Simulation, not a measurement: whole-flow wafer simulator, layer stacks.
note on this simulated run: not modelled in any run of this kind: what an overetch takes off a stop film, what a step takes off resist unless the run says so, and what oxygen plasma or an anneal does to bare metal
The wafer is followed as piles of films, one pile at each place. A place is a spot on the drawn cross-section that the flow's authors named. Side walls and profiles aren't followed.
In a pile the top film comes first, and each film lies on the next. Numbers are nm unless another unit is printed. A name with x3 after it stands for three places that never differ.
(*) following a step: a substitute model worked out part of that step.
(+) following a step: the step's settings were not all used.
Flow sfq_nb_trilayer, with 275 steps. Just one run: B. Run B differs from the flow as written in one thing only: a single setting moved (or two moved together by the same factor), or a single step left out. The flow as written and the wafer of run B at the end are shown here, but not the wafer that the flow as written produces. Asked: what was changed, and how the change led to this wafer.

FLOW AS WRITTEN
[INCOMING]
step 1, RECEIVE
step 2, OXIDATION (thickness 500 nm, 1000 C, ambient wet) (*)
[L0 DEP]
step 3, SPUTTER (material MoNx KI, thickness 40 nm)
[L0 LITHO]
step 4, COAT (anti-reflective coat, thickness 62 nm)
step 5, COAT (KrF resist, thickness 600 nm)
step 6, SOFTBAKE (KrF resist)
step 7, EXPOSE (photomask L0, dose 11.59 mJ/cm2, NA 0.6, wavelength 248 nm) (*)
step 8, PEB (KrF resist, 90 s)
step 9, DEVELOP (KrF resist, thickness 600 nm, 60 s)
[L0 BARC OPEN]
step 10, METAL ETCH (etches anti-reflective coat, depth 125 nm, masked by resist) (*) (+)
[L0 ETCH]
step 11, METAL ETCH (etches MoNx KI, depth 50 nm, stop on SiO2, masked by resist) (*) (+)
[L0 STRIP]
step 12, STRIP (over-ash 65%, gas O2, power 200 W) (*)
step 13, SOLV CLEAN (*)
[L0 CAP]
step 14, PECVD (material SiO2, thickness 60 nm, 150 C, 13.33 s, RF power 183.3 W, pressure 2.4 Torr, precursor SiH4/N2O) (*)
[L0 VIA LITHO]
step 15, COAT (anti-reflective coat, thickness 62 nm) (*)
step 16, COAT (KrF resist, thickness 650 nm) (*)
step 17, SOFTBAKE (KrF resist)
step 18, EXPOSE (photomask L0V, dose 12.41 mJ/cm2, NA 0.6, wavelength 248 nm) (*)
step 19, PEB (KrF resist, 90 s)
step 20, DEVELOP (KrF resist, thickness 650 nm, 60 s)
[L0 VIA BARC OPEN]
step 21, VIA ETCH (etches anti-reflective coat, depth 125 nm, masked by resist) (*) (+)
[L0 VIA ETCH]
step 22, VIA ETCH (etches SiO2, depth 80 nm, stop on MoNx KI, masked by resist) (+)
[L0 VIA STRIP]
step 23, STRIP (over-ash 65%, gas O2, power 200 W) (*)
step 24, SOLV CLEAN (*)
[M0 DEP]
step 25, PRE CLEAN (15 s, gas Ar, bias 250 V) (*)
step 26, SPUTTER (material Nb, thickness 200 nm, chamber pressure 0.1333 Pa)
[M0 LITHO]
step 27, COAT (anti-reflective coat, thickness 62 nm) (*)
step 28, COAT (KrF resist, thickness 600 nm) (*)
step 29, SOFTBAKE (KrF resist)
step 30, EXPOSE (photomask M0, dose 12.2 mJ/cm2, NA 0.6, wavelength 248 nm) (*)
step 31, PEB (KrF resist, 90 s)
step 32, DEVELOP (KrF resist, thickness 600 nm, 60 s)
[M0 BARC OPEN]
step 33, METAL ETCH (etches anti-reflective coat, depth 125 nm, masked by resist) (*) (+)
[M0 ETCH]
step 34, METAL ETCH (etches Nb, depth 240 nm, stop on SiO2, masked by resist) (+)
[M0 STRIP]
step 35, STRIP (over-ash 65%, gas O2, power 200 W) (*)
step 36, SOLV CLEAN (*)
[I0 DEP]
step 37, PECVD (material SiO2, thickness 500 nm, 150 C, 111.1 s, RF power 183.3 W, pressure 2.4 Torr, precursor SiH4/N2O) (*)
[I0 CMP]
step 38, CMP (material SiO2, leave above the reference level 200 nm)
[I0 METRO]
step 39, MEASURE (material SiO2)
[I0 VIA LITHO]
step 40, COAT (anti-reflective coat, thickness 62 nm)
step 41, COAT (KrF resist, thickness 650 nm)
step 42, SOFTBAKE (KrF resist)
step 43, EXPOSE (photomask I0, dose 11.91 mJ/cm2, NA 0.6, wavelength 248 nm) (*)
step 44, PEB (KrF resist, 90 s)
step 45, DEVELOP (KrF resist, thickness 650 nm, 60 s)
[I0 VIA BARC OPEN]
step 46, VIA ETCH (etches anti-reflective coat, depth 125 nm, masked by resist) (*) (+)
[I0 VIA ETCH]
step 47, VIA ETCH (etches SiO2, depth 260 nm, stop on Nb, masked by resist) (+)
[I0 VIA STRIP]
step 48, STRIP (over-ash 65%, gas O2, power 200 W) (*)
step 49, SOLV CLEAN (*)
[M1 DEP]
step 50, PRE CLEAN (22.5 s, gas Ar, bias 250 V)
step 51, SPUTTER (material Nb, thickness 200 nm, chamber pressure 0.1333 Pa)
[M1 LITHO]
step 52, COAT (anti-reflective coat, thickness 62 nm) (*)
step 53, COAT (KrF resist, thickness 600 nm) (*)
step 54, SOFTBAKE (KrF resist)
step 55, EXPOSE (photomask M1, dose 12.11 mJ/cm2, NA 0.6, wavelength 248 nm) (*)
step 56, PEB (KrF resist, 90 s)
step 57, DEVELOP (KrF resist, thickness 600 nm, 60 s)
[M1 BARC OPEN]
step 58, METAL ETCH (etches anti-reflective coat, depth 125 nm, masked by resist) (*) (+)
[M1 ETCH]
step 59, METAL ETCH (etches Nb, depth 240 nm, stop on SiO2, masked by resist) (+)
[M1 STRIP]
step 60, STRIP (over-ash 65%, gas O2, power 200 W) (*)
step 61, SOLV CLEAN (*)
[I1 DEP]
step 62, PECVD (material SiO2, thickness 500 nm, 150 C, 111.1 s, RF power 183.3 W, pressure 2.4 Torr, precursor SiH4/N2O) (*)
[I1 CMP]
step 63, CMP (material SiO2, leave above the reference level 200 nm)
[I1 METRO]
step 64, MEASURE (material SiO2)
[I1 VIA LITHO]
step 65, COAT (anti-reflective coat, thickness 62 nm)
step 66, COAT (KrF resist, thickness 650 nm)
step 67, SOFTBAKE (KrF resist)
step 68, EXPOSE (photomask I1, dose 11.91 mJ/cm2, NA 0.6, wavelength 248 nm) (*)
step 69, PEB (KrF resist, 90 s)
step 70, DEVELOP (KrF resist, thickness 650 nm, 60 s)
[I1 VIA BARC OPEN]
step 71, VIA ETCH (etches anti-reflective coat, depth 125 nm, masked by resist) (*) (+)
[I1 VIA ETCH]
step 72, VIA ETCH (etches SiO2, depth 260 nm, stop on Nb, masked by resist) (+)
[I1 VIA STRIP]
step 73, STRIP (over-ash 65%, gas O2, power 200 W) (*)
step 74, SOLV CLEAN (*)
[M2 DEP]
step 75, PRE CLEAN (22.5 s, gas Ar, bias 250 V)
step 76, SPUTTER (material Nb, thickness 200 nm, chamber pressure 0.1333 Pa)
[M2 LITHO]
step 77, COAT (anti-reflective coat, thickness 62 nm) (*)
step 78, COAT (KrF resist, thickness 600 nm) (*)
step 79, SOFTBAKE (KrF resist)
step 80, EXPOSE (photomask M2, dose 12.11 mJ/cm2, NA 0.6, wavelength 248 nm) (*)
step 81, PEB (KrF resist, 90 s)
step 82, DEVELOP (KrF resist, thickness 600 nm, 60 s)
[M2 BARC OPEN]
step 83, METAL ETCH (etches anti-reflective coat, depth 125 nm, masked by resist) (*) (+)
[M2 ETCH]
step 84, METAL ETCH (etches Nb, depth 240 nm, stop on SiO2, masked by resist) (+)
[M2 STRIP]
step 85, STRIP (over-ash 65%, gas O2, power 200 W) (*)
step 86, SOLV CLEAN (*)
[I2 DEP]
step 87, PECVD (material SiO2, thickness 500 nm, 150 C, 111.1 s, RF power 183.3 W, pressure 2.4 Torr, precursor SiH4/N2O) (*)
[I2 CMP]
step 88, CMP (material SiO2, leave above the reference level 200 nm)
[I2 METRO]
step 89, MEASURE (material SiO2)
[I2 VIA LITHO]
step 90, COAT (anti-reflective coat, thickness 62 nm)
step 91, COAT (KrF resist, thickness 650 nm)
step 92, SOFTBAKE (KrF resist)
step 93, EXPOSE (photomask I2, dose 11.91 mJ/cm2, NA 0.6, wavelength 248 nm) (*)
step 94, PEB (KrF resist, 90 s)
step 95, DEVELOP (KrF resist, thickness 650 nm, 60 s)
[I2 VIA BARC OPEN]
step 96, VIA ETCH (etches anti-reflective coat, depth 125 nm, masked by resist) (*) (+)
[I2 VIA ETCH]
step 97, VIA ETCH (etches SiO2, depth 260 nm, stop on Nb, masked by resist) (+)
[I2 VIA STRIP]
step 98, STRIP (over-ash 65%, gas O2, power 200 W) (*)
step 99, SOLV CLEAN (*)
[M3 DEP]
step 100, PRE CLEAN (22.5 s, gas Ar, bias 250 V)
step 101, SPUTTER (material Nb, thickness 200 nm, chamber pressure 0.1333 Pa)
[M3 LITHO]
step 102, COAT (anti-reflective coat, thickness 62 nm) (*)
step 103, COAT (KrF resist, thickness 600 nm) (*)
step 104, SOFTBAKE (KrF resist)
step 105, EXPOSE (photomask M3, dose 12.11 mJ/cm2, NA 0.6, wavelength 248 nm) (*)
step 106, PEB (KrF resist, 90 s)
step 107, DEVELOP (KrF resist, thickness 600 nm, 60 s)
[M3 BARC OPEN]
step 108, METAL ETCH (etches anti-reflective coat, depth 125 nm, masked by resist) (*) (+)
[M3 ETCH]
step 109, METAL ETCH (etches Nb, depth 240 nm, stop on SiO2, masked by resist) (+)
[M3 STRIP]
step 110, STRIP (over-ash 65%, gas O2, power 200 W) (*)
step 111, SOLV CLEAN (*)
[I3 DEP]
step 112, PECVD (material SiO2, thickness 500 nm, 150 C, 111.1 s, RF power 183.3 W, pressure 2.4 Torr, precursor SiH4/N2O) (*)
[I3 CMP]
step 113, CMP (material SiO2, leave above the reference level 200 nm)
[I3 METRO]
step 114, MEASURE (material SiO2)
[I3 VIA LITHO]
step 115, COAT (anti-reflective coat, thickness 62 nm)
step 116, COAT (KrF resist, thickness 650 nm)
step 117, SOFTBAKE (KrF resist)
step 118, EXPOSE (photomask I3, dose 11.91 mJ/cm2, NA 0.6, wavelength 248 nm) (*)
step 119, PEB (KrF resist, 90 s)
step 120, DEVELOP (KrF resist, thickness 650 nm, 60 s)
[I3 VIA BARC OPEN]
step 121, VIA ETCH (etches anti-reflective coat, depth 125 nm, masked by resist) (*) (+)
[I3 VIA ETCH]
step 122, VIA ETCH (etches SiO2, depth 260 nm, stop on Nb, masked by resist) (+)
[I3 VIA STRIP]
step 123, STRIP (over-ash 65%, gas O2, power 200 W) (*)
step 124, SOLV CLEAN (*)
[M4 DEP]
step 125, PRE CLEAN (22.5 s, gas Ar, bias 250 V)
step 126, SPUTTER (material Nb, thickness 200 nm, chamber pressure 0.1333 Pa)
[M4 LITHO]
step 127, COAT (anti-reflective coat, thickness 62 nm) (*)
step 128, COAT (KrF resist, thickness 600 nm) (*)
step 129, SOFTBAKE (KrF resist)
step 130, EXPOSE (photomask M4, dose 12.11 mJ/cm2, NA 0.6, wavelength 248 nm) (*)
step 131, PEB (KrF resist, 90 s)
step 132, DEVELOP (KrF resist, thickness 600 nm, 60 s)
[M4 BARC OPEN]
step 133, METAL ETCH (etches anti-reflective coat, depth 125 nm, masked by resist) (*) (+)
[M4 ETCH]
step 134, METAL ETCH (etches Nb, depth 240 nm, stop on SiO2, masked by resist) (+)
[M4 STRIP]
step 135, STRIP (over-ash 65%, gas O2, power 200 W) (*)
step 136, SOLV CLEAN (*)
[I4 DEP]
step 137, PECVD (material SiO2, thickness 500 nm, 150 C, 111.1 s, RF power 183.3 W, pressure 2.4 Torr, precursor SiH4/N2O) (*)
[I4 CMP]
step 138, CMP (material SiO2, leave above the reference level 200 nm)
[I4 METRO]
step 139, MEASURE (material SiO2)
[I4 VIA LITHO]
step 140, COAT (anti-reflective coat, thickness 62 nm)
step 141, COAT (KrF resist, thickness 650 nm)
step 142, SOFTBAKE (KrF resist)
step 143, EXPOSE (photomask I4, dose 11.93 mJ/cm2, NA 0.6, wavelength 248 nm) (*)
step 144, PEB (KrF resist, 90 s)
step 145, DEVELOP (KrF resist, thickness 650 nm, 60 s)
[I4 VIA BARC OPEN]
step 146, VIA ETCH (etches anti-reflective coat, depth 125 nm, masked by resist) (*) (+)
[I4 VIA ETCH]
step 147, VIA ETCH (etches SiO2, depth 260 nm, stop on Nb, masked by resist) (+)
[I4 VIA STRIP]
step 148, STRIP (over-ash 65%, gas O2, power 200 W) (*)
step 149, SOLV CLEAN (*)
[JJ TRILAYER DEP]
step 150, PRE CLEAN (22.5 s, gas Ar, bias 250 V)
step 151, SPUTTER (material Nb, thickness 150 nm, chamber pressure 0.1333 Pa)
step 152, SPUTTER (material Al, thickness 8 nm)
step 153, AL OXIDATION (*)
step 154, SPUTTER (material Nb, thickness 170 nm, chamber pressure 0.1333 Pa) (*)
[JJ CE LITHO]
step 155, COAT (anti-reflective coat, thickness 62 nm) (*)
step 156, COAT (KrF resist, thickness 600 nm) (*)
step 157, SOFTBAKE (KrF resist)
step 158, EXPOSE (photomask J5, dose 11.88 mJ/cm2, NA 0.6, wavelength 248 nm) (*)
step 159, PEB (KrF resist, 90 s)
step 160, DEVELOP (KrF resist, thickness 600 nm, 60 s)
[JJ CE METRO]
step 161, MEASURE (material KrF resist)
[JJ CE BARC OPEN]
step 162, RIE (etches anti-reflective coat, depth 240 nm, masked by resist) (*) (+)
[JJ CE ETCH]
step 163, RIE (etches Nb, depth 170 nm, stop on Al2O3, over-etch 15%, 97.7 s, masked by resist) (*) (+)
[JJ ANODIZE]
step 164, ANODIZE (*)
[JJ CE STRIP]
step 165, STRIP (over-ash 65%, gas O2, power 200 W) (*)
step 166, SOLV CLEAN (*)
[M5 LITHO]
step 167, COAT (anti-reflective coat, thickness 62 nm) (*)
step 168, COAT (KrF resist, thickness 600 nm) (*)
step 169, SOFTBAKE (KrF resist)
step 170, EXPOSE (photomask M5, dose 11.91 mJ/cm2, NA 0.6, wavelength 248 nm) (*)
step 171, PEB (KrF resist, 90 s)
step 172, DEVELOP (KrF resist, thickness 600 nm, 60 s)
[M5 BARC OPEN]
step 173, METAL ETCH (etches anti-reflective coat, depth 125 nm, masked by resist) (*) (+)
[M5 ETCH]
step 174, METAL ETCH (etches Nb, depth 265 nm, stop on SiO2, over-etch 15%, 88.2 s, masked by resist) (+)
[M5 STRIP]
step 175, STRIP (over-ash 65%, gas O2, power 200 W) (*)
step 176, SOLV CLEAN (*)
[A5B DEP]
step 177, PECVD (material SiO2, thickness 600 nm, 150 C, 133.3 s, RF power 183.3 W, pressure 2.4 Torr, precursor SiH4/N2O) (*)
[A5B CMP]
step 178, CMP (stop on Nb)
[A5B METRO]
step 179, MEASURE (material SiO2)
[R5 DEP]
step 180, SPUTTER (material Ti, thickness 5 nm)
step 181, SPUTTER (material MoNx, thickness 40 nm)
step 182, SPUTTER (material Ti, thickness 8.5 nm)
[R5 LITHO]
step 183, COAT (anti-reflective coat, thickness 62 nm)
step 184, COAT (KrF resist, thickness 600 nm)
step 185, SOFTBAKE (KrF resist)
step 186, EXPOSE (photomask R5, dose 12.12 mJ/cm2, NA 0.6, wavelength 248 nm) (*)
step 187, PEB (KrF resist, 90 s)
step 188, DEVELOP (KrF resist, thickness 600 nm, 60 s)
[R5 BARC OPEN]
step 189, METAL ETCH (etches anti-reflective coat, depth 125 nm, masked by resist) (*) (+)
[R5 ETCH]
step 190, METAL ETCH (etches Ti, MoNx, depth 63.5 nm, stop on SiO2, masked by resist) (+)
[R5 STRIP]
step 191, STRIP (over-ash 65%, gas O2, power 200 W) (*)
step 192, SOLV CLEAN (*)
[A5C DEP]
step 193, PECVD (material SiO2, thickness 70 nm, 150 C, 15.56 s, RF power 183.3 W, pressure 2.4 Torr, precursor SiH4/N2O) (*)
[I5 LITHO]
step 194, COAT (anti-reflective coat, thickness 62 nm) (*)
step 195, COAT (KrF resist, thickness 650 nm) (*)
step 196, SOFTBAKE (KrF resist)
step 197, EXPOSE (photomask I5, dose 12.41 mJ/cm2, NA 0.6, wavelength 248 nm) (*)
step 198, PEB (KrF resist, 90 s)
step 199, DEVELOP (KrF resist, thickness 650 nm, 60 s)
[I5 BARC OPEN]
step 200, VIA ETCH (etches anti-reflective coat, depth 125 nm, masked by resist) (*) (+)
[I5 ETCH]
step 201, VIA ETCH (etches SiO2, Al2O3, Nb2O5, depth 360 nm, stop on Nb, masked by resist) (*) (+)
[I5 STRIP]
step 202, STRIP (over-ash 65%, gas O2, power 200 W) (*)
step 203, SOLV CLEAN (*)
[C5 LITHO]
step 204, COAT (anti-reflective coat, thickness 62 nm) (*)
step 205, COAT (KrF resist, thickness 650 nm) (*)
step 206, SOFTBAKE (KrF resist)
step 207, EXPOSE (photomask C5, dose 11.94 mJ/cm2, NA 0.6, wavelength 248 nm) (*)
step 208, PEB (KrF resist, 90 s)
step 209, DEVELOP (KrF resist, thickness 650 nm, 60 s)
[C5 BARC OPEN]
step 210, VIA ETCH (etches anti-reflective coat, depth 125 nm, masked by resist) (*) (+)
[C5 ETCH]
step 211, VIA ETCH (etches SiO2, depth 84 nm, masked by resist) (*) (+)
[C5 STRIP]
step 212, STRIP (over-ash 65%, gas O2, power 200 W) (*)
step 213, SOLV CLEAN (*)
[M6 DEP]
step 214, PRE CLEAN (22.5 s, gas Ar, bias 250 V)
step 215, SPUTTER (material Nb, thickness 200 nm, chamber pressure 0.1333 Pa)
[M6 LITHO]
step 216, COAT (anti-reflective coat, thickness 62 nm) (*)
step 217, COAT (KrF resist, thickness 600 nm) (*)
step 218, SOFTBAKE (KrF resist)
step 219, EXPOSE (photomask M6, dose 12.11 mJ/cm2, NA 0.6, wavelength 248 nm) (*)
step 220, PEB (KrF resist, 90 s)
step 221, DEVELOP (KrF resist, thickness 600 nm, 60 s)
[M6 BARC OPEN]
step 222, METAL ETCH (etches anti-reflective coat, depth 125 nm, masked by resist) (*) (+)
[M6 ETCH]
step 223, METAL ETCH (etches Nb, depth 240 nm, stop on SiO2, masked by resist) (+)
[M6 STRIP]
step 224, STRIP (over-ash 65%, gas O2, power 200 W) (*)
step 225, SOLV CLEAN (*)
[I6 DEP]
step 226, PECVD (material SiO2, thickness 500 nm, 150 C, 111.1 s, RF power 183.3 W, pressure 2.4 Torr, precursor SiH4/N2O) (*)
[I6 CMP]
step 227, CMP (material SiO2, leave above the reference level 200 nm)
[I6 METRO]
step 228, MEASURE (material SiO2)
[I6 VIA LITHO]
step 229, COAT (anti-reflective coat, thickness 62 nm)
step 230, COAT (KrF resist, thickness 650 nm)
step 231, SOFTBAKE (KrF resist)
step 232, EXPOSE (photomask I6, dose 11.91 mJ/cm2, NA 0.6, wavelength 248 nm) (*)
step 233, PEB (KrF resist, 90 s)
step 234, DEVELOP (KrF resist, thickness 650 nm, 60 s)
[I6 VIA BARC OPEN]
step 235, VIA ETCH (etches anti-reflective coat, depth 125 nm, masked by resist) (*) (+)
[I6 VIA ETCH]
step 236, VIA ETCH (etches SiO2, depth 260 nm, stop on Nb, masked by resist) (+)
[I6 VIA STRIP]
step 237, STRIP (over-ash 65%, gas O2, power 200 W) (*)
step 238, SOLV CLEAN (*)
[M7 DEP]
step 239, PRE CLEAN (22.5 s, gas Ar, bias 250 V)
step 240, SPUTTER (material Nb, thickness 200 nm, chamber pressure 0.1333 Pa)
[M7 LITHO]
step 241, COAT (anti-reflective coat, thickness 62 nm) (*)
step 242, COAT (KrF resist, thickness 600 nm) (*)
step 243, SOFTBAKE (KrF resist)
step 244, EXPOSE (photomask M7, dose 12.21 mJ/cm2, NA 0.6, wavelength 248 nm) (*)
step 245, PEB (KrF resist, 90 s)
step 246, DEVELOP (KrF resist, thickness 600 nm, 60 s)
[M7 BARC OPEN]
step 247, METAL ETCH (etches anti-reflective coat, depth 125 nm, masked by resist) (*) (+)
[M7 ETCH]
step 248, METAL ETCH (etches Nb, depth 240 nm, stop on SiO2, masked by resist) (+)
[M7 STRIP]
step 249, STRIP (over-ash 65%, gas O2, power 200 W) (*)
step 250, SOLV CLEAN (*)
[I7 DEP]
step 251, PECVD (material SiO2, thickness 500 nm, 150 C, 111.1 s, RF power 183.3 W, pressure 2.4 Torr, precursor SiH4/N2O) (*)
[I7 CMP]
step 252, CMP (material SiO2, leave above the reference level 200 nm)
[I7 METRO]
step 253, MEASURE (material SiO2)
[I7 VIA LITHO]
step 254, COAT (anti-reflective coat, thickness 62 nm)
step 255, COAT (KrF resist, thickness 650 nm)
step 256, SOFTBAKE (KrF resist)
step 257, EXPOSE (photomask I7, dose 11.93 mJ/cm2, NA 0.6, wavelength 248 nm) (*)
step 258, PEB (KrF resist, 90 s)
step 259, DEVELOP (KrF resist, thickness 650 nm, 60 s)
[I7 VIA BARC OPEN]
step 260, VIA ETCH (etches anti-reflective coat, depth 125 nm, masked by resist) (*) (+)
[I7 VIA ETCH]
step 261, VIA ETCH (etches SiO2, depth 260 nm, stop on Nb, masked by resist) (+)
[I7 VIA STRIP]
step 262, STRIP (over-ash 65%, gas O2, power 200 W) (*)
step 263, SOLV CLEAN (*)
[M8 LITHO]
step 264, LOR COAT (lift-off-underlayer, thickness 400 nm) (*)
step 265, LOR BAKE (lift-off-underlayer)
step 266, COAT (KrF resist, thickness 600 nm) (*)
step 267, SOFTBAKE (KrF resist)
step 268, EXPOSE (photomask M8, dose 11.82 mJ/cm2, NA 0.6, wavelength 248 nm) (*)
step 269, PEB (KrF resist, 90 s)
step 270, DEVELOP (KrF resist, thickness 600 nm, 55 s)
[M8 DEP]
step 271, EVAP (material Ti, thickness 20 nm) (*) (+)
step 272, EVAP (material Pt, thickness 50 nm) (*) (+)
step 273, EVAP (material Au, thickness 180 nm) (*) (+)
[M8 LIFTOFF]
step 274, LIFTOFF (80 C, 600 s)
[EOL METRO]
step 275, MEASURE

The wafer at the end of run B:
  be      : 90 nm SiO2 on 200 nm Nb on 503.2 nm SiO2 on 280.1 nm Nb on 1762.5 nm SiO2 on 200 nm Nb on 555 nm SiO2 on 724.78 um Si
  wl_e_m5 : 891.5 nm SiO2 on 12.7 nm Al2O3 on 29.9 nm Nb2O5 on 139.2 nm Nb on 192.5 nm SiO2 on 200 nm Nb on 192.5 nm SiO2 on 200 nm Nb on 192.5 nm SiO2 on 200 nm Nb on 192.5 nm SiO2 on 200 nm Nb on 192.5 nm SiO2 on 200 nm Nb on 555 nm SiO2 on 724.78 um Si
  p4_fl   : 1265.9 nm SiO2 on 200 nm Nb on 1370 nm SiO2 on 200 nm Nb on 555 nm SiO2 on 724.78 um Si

The reason: step 252, CMP: leave above the reference level 90 nm was run, while the flow as written has leave above the reference level 200 nm.
One can read it off the wafer: be has SiO2 90, and step 252 as written asks for 200 nm.

The path from the change to this, step by step:
  step 252, CMP (material SiO2, leave above the reference level 200 nm)
      field_l, p4_fl, p4_fm and 56 more: -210 SiO2 (as written it would have been: -100 SiO2)
      v_sur, via_wl, via_w and 37 more: -410 SiO2 (as written it would have been: -300 SiO2)
      (as well as at 7 more places)
  step 261, VIA ETCH (etches SiO2, depth 260 nm, stop on Nb, masked by resist) (+)
      field_l, v_sur, via_sp and 100 more: -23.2 KrF resist (as written it would have been: -44.8 KrF resist)
      via_wl, via_w, via_wr: -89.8 SiO2 (all of it) (as written it would have been: -199.8 SiO2 (all of it))
  step 262, STRIP (over-ash 65%, gas O2, power 200 W) (*)
      field_l, v_sur, via_sp and 100 more: -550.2 KrF resist (all of it), -62 anti-reflective coat (all of it) (as written it would have been: -528.6 KrF resist (all of it), -62 anti-reflective coat (all of it))
  step 264, LOR COAT (lift-off-underlayer, thickness 400 nm) (*)
      via_wl, via_wr: +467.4 lift-off-underlayer (new film) (as written it would have been: +549.8 lift-off-underlayer (new film))
      v_sur: +386.2 lift-off-underlayer (new film) (as written it would have been: +369.4 lift-off-underlayer (new film))
      (as well as at 2 more places)
  step 266, COAT (KrF resist, thickness 600 nm) (*)
      via_wl: +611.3 KrF resist (new film) (as written it would have been: +625.2 KrF resist (new film))
      via_w: +616.6 KrF resist (new film) (as written it would have been: +636.8 KrF resist (new film))
      (as well as at 1 more place)
  step 270, DEVELOP (KrF resist, thickness 600 nm, 55 s)
      v_sur: -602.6 KrF resist (all of it), -386.2 lift-off-underlayer (all of it) (as written it would have been: -607.3 KrF resist (all of it), -369.4 lift-off-underlayer (all of it))
      via_wl: -610 KrF resist (all of it), -467.4 lift-off-underlayer (all of it) (as written it would have been: -623.9 KrF resist (all of it), -549.8 lift-off-underlayer (all of it))
      (as well as at 3 more places)
